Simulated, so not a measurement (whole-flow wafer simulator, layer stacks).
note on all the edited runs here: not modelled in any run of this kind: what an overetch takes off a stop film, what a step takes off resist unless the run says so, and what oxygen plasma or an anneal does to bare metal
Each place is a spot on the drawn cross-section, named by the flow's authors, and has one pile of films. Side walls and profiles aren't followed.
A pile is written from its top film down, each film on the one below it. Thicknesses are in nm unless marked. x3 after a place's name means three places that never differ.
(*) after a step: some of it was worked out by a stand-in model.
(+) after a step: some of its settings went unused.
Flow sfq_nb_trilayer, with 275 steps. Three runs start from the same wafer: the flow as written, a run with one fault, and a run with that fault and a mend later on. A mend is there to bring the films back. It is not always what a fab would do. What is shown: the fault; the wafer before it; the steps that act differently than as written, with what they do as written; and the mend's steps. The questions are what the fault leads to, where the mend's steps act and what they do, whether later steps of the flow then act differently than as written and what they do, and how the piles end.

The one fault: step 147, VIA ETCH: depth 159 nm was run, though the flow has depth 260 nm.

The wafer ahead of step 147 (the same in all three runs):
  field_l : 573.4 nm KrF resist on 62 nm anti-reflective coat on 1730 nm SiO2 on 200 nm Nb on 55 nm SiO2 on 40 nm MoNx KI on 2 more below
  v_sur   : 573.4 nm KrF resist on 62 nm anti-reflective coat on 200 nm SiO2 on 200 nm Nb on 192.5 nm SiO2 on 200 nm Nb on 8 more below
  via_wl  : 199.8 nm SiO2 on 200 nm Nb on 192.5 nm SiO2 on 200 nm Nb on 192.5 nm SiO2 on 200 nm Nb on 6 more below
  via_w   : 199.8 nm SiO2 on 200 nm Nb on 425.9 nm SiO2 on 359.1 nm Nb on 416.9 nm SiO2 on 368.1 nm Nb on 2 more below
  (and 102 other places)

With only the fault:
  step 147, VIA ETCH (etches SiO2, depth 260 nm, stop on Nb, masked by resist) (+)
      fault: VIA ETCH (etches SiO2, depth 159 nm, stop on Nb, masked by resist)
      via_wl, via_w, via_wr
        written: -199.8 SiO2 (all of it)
        fault: -159 SiO2
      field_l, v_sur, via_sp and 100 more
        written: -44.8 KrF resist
        fault: -27.4 KrF resist
  Steps further on in the flow that do not act as written (5 more steps, not shown, differ only slightly: by at most 2% or 0.5 nm, whichever is larger):
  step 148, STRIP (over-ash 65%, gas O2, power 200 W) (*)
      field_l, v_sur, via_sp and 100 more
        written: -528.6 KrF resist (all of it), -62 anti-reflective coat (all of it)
        fault: -546 KrF resist (all of it), -62 anti-reflective coat (all of it)
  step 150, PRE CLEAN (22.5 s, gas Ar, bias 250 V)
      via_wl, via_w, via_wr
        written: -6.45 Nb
        fault: -7.5 SiO2
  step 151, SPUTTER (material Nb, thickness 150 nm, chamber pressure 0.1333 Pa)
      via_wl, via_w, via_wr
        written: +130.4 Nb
        fault: +135 Nb (new film)
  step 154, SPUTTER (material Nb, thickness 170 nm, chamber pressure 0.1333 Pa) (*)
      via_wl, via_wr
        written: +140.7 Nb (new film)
        fault: +147.6 Nb (new film)
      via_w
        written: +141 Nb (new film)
        fault: +147.9 Nb (new film)
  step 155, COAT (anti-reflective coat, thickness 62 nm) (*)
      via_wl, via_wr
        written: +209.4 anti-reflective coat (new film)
        fault: +171.4 anti-reflective coat (new film)
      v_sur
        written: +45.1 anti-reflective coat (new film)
        fault: +46.9 anti-reflective coat (new film)
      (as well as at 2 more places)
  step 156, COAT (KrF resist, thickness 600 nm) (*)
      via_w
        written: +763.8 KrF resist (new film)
        fault: +726 KrF resist (new film)
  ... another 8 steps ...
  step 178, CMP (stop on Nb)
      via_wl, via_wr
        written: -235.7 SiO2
        fault: -280.1 SiO2
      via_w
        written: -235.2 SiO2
        fault: -279.6 SiO2
  The piles end different from the flow's at via_wl, via_w, via_wr by more than 2% or 0.5 nm, whichever is larger.
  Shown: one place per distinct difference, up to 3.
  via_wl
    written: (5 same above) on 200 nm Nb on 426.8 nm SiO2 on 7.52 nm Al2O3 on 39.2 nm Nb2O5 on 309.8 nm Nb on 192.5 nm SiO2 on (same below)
    fault: (5 same above) on 200 nm Nb on 382.4 nm SiO2 on 7.65 nm Al2O3 on 39 nm Nb2O5 on 121 nm Nb on 33.3 nm SiO2 on 200 nm Nb on 192.5 nm SiO2 on (same below)
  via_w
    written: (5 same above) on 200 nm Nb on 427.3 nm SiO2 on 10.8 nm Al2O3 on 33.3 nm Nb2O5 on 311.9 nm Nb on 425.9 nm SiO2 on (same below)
    fault: (5 same above) on 200 nm Nb on 382.9 nm SiO2 on 11.2 nm Al2O3 on 32.6 nm Nb2O5 on 123.3 nm Nb on 33.3 nm SiO2 on 200 nm Nb on 425.9 nm SiO2 on (same below)

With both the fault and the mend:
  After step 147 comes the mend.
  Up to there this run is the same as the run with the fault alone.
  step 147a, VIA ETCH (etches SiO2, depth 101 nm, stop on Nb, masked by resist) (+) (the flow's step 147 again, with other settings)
      field_l, v_sur, via_sp and 100 more
        -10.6 KrF resist
      via_wl, via_w, via_wr
        -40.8 SiO2 (all of it)
  None of the later steps of the flow differs from how it acts as written, at any place that is followed, by more than 2% or 0.5 nm, whichever is larger.
  At every place that both follow, the piles at the end match the flow's.
